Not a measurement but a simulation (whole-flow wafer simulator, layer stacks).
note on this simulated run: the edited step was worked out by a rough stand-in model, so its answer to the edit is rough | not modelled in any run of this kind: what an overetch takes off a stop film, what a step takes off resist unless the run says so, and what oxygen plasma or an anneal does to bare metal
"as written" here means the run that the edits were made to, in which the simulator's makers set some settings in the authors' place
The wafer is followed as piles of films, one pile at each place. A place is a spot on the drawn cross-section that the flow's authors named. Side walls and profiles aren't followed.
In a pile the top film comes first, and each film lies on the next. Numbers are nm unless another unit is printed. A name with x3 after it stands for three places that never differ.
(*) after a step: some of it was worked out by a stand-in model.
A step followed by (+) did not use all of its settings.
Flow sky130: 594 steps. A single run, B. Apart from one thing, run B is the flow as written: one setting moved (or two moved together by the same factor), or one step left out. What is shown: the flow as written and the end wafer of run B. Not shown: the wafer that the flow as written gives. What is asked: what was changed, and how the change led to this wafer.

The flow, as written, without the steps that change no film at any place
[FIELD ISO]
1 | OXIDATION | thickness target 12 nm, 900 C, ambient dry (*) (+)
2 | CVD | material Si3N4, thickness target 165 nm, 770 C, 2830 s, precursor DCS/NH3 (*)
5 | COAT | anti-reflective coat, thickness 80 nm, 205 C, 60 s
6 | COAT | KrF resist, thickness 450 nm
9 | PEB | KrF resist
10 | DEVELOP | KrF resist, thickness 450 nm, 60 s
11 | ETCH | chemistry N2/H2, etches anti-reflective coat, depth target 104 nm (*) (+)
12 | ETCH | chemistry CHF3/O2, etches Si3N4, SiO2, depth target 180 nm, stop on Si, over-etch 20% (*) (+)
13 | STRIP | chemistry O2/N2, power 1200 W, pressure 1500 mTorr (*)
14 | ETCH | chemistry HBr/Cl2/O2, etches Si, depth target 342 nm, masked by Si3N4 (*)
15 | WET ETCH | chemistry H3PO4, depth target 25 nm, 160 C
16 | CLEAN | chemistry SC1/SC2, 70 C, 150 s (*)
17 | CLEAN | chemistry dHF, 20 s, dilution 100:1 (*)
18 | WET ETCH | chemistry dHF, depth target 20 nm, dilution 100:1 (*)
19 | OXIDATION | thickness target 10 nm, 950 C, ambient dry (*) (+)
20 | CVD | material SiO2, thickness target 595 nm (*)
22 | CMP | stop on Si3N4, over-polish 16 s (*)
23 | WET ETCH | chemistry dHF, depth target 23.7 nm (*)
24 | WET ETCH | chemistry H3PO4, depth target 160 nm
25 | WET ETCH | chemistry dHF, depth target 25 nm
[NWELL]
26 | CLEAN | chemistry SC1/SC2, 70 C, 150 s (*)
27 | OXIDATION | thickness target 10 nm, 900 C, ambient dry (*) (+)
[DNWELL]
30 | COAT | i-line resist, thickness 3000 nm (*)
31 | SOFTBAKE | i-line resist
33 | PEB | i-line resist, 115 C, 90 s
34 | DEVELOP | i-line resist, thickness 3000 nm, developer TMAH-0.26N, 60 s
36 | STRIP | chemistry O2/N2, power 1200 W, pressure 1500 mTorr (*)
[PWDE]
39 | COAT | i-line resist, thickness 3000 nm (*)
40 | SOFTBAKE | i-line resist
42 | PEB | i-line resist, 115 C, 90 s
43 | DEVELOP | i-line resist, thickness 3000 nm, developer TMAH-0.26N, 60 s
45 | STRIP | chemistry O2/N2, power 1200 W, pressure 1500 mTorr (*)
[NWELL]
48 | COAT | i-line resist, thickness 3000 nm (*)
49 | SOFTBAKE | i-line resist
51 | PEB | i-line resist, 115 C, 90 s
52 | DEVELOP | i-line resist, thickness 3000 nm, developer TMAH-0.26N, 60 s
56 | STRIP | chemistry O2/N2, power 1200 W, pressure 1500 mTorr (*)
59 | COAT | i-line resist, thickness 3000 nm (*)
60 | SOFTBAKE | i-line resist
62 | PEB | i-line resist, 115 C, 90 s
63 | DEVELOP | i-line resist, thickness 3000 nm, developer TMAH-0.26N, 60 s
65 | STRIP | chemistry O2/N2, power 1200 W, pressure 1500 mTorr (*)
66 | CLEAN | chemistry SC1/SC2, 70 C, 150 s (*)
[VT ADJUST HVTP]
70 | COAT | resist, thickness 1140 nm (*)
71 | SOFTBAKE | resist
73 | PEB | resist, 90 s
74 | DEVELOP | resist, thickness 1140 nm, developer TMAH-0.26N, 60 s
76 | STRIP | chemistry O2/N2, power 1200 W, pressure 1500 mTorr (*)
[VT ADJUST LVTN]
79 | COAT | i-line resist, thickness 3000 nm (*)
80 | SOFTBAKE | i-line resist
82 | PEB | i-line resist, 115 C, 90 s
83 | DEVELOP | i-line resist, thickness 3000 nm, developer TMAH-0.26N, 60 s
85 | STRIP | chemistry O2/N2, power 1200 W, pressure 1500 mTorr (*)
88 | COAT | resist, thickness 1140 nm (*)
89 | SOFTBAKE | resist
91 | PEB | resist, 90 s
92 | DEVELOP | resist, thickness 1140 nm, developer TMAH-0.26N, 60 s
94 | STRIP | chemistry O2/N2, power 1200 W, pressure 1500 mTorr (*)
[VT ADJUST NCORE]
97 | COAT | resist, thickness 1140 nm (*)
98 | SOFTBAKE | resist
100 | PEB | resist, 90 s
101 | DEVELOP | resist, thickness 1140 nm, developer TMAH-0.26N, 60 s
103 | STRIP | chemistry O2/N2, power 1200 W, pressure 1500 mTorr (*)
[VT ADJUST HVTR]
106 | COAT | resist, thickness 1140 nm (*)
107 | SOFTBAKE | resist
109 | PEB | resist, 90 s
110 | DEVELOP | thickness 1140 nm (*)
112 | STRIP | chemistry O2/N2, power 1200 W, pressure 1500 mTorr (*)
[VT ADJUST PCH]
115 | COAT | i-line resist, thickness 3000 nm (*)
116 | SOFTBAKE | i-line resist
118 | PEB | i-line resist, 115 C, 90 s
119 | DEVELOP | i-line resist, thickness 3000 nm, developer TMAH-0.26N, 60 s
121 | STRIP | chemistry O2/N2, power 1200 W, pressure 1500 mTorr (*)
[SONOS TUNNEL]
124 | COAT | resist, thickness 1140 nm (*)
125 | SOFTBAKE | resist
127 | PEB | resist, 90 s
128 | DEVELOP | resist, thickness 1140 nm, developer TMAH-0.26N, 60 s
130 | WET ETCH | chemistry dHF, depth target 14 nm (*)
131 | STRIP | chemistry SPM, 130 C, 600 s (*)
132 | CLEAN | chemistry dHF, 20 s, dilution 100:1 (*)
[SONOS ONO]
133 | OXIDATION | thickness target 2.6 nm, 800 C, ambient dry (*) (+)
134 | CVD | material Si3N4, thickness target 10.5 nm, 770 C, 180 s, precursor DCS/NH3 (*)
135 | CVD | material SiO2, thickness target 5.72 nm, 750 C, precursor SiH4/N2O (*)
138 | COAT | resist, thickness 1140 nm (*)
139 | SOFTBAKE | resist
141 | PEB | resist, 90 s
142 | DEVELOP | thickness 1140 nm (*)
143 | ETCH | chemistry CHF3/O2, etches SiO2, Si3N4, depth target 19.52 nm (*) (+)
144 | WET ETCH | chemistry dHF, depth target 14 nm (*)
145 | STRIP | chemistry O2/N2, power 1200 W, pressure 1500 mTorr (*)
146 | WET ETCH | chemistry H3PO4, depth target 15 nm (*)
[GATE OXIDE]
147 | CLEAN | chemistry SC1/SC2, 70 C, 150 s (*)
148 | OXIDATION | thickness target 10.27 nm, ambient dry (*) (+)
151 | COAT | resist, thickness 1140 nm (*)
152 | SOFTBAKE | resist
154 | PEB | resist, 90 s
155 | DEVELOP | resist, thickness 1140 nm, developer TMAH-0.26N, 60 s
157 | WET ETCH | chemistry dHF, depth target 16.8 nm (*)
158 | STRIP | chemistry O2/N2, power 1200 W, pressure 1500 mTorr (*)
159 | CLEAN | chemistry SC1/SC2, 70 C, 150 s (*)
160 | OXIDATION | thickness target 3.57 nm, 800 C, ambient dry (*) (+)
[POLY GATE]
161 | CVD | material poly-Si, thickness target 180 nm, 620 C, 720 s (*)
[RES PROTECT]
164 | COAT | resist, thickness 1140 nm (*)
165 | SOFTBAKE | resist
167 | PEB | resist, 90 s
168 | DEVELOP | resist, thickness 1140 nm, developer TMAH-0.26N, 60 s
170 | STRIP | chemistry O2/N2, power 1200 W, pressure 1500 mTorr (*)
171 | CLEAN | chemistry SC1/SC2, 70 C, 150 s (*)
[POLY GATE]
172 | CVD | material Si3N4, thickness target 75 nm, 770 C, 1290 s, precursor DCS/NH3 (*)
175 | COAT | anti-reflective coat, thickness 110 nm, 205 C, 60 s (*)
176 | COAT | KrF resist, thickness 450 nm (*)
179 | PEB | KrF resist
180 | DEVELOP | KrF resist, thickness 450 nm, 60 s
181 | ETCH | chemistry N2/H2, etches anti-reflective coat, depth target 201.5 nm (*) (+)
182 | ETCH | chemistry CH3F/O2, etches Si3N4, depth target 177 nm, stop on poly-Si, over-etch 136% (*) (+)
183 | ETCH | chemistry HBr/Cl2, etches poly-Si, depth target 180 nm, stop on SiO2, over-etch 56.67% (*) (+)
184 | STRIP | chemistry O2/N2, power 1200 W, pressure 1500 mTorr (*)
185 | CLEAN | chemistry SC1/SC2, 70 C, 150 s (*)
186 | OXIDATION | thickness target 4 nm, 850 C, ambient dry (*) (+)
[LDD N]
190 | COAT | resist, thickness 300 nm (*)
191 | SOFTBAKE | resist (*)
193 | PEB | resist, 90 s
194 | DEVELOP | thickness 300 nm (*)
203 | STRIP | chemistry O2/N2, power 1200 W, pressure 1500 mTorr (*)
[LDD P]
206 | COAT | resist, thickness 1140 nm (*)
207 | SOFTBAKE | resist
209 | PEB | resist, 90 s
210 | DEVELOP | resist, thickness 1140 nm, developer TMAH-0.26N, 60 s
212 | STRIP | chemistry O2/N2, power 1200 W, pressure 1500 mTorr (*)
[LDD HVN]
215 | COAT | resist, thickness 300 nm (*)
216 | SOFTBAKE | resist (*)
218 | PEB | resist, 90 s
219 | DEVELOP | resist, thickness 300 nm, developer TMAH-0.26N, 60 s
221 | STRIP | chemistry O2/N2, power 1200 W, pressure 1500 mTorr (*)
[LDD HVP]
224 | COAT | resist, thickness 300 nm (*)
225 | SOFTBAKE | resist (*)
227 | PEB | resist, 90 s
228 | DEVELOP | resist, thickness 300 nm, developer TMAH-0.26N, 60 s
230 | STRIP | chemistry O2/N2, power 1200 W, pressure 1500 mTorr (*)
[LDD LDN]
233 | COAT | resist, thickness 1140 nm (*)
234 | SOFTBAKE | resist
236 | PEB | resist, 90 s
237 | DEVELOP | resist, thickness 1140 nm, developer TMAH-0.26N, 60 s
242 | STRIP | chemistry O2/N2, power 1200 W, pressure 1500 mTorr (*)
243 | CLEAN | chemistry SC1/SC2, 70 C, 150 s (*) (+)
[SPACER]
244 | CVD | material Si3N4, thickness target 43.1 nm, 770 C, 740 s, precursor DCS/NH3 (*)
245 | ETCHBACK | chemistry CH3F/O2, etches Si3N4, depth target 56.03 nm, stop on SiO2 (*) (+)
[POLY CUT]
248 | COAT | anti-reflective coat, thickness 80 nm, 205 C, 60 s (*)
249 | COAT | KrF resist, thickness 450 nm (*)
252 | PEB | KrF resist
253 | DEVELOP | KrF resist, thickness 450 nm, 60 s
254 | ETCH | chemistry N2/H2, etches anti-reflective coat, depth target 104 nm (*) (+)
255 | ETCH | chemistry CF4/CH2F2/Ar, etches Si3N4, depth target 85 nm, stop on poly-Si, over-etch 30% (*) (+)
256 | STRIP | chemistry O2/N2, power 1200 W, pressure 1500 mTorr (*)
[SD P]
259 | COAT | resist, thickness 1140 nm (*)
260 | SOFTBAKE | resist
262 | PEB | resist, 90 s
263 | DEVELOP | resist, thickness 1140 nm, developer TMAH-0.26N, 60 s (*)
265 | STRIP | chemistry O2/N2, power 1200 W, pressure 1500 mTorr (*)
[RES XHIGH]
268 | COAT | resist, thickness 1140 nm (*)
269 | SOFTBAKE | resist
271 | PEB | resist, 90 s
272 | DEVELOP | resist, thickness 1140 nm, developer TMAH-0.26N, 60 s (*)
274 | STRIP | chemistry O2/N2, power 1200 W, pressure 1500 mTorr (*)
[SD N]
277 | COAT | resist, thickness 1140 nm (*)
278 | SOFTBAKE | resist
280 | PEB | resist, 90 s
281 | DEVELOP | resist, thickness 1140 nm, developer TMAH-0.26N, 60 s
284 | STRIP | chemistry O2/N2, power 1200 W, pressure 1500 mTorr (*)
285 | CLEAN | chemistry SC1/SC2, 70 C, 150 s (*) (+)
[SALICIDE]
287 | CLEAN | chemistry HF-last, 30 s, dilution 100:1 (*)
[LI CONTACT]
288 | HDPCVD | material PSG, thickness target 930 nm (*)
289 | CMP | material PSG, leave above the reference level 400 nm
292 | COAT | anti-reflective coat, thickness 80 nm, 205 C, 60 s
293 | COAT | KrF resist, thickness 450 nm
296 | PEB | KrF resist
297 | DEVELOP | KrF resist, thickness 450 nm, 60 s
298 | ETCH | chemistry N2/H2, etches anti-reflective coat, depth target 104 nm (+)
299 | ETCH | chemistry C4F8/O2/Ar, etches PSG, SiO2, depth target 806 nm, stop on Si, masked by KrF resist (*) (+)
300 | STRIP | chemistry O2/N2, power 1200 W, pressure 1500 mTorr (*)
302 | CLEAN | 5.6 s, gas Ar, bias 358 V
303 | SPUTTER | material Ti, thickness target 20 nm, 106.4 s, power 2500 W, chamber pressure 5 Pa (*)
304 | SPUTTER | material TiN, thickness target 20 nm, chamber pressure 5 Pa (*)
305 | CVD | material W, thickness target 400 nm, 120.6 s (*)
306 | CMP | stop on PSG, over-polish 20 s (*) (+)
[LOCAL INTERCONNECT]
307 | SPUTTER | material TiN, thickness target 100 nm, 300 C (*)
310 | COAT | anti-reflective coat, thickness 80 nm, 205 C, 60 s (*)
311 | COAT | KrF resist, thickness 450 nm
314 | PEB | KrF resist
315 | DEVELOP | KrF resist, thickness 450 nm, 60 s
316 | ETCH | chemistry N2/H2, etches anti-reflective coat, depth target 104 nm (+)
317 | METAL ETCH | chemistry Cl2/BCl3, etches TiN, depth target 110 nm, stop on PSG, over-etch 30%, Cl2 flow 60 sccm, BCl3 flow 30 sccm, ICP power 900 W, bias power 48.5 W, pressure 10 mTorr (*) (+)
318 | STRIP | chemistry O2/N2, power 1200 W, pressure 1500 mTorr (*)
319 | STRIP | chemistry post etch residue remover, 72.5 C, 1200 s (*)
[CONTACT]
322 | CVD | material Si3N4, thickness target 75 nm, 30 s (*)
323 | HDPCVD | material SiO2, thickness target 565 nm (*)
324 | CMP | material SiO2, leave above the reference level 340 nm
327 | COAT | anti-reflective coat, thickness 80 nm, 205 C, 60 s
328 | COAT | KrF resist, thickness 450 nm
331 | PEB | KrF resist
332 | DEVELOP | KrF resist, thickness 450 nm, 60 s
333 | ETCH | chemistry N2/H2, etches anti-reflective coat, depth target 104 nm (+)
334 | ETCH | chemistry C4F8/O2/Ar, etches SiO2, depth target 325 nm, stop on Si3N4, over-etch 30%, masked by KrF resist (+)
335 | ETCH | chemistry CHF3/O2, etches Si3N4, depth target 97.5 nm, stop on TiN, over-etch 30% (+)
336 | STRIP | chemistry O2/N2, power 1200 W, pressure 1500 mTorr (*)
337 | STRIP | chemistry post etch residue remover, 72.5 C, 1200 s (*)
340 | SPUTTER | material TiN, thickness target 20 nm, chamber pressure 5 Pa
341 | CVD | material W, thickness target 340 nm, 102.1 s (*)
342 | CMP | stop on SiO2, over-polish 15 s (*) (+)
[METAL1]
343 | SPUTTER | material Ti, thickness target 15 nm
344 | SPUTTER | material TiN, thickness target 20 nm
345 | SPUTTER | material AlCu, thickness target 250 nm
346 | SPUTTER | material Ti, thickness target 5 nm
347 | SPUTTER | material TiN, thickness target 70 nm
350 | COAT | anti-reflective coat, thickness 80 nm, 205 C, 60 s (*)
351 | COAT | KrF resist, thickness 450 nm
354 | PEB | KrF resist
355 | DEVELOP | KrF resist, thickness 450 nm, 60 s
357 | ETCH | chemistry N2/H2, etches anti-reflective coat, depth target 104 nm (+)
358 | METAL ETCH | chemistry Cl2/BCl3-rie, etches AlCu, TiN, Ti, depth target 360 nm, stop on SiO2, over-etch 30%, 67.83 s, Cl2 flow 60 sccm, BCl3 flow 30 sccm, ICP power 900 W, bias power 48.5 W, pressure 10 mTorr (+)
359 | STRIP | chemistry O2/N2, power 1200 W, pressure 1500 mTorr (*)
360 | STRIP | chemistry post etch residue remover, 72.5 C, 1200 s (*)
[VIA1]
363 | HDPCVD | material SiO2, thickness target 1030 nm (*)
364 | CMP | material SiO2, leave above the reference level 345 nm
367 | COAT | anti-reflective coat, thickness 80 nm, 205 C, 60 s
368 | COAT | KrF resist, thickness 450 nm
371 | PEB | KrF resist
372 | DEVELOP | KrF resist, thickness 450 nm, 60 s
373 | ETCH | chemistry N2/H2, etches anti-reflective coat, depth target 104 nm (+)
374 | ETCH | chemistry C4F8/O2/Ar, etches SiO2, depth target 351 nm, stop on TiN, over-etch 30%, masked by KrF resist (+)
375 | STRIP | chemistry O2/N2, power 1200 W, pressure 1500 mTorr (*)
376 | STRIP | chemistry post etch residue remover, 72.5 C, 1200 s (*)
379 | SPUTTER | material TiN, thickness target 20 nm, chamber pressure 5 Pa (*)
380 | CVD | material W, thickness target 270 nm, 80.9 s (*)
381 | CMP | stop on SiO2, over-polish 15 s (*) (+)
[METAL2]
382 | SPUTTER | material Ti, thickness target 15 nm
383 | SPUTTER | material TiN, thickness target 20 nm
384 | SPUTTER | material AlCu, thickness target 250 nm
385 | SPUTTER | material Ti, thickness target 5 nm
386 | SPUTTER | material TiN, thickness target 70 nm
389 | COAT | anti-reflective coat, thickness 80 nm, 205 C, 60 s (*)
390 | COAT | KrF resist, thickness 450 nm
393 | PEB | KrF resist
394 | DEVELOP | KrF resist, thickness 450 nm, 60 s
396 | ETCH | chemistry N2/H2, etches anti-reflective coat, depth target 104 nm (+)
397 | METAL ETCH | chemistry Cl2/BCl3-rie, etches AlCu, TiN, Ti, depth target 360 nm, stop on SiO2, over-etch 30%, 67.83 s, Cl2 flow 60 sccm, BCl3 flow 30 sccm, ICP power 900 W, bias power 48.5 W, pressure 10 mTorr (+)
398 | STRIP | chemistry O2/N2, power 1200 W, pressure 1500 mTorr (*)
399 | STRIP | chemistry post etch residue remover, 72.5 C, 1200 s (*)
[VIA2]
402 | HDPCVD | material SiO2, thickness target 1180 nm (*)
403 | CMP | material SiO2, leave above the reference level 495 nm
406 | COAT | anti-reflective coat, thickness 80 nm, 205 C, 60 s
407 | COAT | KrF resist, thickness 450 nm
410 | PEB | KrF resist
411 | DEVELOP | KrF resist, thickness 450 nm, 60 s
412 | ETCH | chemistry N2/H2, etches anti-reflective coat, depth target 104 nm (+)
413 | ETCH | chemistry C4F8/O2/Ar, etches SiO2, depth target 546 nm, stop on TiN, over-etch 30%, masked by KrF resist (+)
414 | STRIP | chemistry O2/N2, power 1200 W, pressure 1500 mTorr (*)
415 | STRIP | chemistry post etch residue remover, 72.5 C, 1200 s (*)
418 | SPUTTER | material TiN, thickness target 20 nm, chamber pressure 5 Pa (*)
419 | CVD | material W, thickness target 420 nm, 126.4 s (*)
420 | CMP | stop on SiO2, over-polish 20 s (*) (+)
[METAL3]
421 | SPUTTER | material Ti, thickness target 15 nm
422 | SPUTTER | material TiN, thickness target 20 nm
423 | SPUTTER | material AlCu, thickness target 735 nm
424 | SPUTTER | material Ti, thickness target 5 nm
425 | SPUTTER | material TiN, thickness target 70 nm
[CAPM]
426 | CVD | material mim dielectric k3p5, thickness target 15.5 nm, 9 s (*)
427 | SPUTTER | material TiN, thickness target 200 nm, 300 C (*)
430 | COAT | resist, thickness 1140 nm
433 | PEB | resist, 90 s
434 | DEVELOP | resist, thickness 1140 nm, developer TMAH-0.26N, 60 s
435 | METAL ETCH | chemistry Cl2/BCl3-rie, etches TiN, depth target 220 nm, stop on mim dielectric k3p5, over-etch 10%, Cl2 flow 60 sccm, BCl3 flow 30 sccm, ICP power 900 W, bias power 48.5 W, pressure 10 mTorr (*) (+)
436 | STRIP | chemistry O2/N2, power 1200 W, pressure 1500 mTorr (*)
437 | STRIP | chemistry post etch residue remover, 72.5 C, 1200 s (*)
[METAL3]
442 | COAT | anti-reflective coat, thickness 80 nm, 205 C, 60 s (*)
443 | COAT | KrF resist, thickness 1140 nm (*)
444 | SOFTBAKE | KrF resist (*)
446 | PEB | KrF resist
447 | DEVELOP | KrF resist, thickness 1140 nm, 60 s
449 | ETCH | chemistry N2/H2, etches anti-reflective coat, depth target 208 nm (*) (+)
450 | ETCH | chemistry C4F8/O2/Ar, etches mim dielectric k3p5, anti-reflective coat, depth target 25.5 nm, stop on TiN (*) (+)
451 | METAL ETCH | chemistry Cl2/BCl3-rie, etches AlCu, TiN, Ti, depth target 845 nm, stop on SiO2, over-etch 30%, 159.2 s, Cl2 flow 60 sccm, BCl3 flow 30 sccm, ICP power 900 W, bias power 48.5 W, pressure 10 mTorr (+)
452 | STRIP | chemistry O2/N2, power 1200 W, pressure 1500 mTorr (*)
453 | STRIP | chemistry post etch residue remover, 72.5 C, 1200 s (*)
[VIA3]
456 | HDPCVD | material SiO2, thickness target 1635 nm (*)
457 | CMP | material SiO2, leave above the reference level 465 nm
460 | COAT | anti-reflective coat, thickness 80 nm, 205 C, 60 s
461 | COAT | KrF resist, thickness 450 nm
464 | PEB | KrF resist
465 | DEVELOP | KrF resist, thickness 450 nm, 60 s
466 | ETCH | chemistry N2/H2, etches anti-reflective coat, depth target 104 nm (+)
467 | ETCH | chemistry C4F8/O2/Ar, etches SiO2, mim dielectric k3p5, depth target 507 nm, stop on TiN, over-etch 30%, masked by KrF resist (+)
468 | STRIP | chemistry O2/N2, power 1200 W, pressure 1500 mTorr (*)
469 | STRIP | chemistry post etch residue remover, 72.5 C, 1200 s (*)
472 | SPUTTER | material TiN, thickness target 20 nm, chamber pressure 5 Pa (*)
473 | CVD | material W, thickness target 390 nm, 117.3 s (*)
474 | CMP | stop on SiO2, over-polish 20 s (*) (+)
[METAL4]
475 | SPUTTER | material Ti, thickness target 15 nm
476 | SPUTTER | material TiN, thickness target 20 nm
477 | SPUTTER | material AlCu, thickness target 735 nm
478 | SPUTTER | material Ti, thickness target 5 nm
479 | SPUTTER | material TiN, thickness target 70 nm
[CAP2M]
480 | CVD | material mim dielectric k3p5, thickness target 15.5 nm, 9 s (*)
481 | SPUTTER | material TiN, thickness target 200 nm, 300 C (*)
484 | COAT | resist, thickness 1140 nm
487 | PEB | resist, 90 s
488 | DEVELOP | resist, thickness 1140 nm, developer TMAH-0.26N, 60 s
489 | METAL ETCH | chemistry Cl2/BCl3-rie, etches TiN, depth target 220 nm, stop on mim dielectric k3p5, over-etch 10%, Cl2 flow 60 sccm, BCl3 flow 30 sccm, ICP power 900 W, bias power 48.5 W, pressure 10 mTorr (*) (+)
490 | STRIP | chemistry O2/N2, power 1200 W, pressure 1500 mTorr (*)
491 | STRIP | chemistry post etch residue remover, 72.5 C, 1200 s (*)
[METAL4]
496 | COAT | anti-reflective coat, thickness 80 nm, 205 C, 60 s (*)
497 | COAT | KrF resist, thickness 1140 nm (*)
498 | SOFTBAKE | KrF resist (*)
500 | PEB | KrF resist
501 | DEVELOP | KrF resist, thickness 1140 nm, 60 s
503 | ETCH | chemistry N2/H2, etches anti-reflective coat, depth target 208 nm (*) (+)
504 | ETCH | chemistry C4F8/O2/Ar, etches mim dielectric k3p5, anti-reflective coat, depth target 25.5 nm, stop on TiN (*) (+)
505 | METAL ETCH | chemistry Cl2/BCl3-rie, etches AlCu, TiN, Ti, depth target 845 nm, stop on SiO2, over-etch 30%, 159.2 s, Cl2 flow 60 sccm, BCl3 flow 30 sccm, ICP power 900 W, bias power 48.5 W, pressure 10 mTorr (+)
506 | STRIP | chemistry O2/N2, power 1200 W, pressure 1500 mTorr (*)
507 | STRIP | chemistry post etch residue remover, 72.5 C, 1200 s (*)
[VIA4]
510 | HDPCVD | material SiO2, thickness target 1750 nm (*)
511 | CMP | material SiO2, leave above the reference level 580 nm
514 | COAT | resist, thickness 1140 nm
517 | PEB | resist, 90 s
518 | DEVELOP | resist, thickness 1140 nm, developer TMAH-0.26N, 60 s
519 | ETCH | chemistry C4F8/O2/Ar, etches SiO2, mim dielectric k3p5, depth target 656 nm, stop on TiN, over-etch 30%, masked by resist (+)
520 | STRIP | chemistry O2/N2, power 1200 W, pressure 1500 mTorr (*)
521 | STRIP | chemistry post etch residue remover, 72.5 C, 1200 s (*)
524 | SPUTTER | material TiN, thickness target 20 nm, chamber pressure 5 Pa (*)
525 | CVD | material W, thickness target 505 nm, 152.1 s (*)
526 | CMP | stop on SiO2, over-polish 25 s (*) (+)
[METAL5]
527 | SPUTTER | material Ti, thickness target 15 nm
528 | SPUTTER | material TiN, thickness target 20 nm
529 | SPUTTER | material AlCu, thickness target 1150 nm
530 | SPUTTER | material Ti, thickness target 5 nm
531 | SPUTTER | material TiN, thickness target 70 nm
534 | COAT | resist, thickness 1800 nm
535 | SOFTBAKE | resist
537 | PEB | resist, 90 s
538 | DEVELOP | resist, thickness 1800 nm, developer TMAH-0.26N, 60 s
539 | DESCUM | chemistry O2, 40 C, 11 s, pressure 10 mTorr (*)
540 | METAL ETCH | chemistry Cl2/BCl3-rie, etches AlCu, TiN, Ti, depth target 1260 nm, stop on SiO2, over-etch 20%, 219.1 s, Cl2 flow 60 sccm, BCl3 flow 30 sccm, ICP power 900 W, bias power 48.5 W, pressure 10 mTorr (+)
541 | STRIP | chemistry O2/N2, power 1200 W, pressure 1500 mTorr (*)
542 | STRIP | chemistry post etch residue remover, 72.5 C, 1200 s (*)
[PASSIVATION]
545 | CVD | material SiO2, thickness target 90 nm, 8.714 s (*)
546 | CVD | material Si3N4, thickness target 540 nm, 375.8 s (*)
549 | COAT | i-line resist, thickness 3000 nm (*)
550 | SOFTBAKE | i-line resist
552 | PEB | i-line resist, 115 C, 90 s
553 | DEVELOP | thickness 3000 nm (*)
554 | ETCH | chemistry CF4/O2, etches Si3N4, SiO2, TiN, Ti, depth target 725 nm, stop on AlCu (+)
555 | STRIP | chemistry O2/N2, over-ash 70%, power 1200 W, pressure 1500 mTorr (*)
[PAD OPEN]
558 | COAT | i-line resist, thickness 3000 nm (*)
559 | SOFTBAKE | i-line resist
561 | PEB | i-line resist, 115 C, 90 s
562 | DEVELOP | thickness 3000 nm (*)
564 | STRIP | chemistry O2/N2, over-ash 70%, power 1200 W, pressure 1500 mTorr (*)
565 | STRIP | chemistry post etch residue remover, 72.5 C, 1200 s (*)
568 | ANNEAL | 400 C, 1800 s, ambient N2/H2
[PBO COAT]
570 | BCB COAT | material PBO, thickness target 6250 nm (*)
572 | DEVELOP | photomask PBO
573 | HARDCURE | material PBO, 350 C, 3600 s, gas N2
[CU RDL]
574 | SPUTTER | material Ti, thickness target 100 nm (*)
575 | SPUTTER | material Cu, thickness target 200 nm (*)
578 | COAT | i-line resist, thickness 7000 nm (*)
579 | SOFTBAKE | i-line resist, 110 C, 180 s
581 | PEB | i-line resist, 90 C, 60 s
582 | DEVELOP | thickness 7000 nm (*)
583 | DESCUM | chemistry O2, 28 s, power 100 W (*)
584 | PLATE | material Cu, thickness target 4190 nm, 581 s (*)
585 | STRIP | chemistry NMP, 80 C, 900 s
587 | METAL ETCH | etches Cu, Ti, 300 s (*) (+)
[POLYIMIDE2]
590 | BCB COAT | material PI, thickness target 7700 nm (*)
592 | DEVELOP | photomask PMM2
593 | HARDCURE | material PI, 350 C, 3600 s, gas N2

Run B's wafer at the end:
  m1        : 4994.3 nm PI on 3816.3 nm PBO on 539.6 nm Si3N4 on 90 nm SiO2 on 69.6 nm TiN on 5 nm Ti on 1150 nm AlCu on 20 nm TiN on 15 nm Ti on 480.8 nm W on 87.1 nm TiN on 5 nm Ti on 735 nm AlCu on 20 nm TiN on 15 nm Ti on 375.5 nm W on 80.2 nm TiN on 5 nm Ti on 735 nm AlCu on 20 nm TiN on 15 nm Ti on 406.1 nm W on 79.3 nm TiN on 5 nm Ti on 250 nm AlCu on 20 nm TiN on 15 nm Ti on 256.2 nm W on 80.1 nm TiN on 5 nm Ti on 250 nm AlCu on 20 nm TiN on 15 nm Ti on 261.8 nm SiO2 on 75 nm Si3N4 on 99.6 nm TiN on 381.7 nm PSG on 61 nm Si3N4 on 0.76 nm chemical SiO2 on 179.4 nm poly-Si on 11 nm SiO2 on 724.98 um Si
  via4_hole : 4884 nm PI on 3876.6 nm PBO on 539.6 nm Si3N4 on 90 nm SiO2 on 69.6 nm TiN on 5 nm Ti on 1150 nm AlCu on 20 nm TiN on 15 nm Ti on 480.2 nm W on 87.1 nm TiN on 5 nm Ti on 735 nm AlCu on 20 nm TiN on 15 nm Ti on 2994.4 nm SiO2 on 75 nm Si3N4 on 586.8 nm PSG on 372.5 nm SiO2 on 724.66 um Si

What caused this: step 524, SPUTTER: thickness target 23 nm was run, whereas the flow has thickness target 20 nm.

How this came from the change, step by step:
  524 | SPUTTER | material TiN, thickness target 20 nm, chamber pressure 5 Pa (*)
      field, active, n_well and 188 more: TiN gains 23 (new film) (it would be, as written: TiN gains 20 (new film))
      m1, via4_hole: TiN gains 17.5 (it would be, as written: TiN gains 15.3)
  526 | CMP | stop on SiO2, over-polish 25 s (*) (+)
      field, active, n_well and 188 more: W loses 505 (all of it), TiN loses 23 (all of it), SiO2 loses 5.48 (it would be, as written: W loses 505 (all of it), TiN loses 20 (all of it), SiO2 loses 5.48)
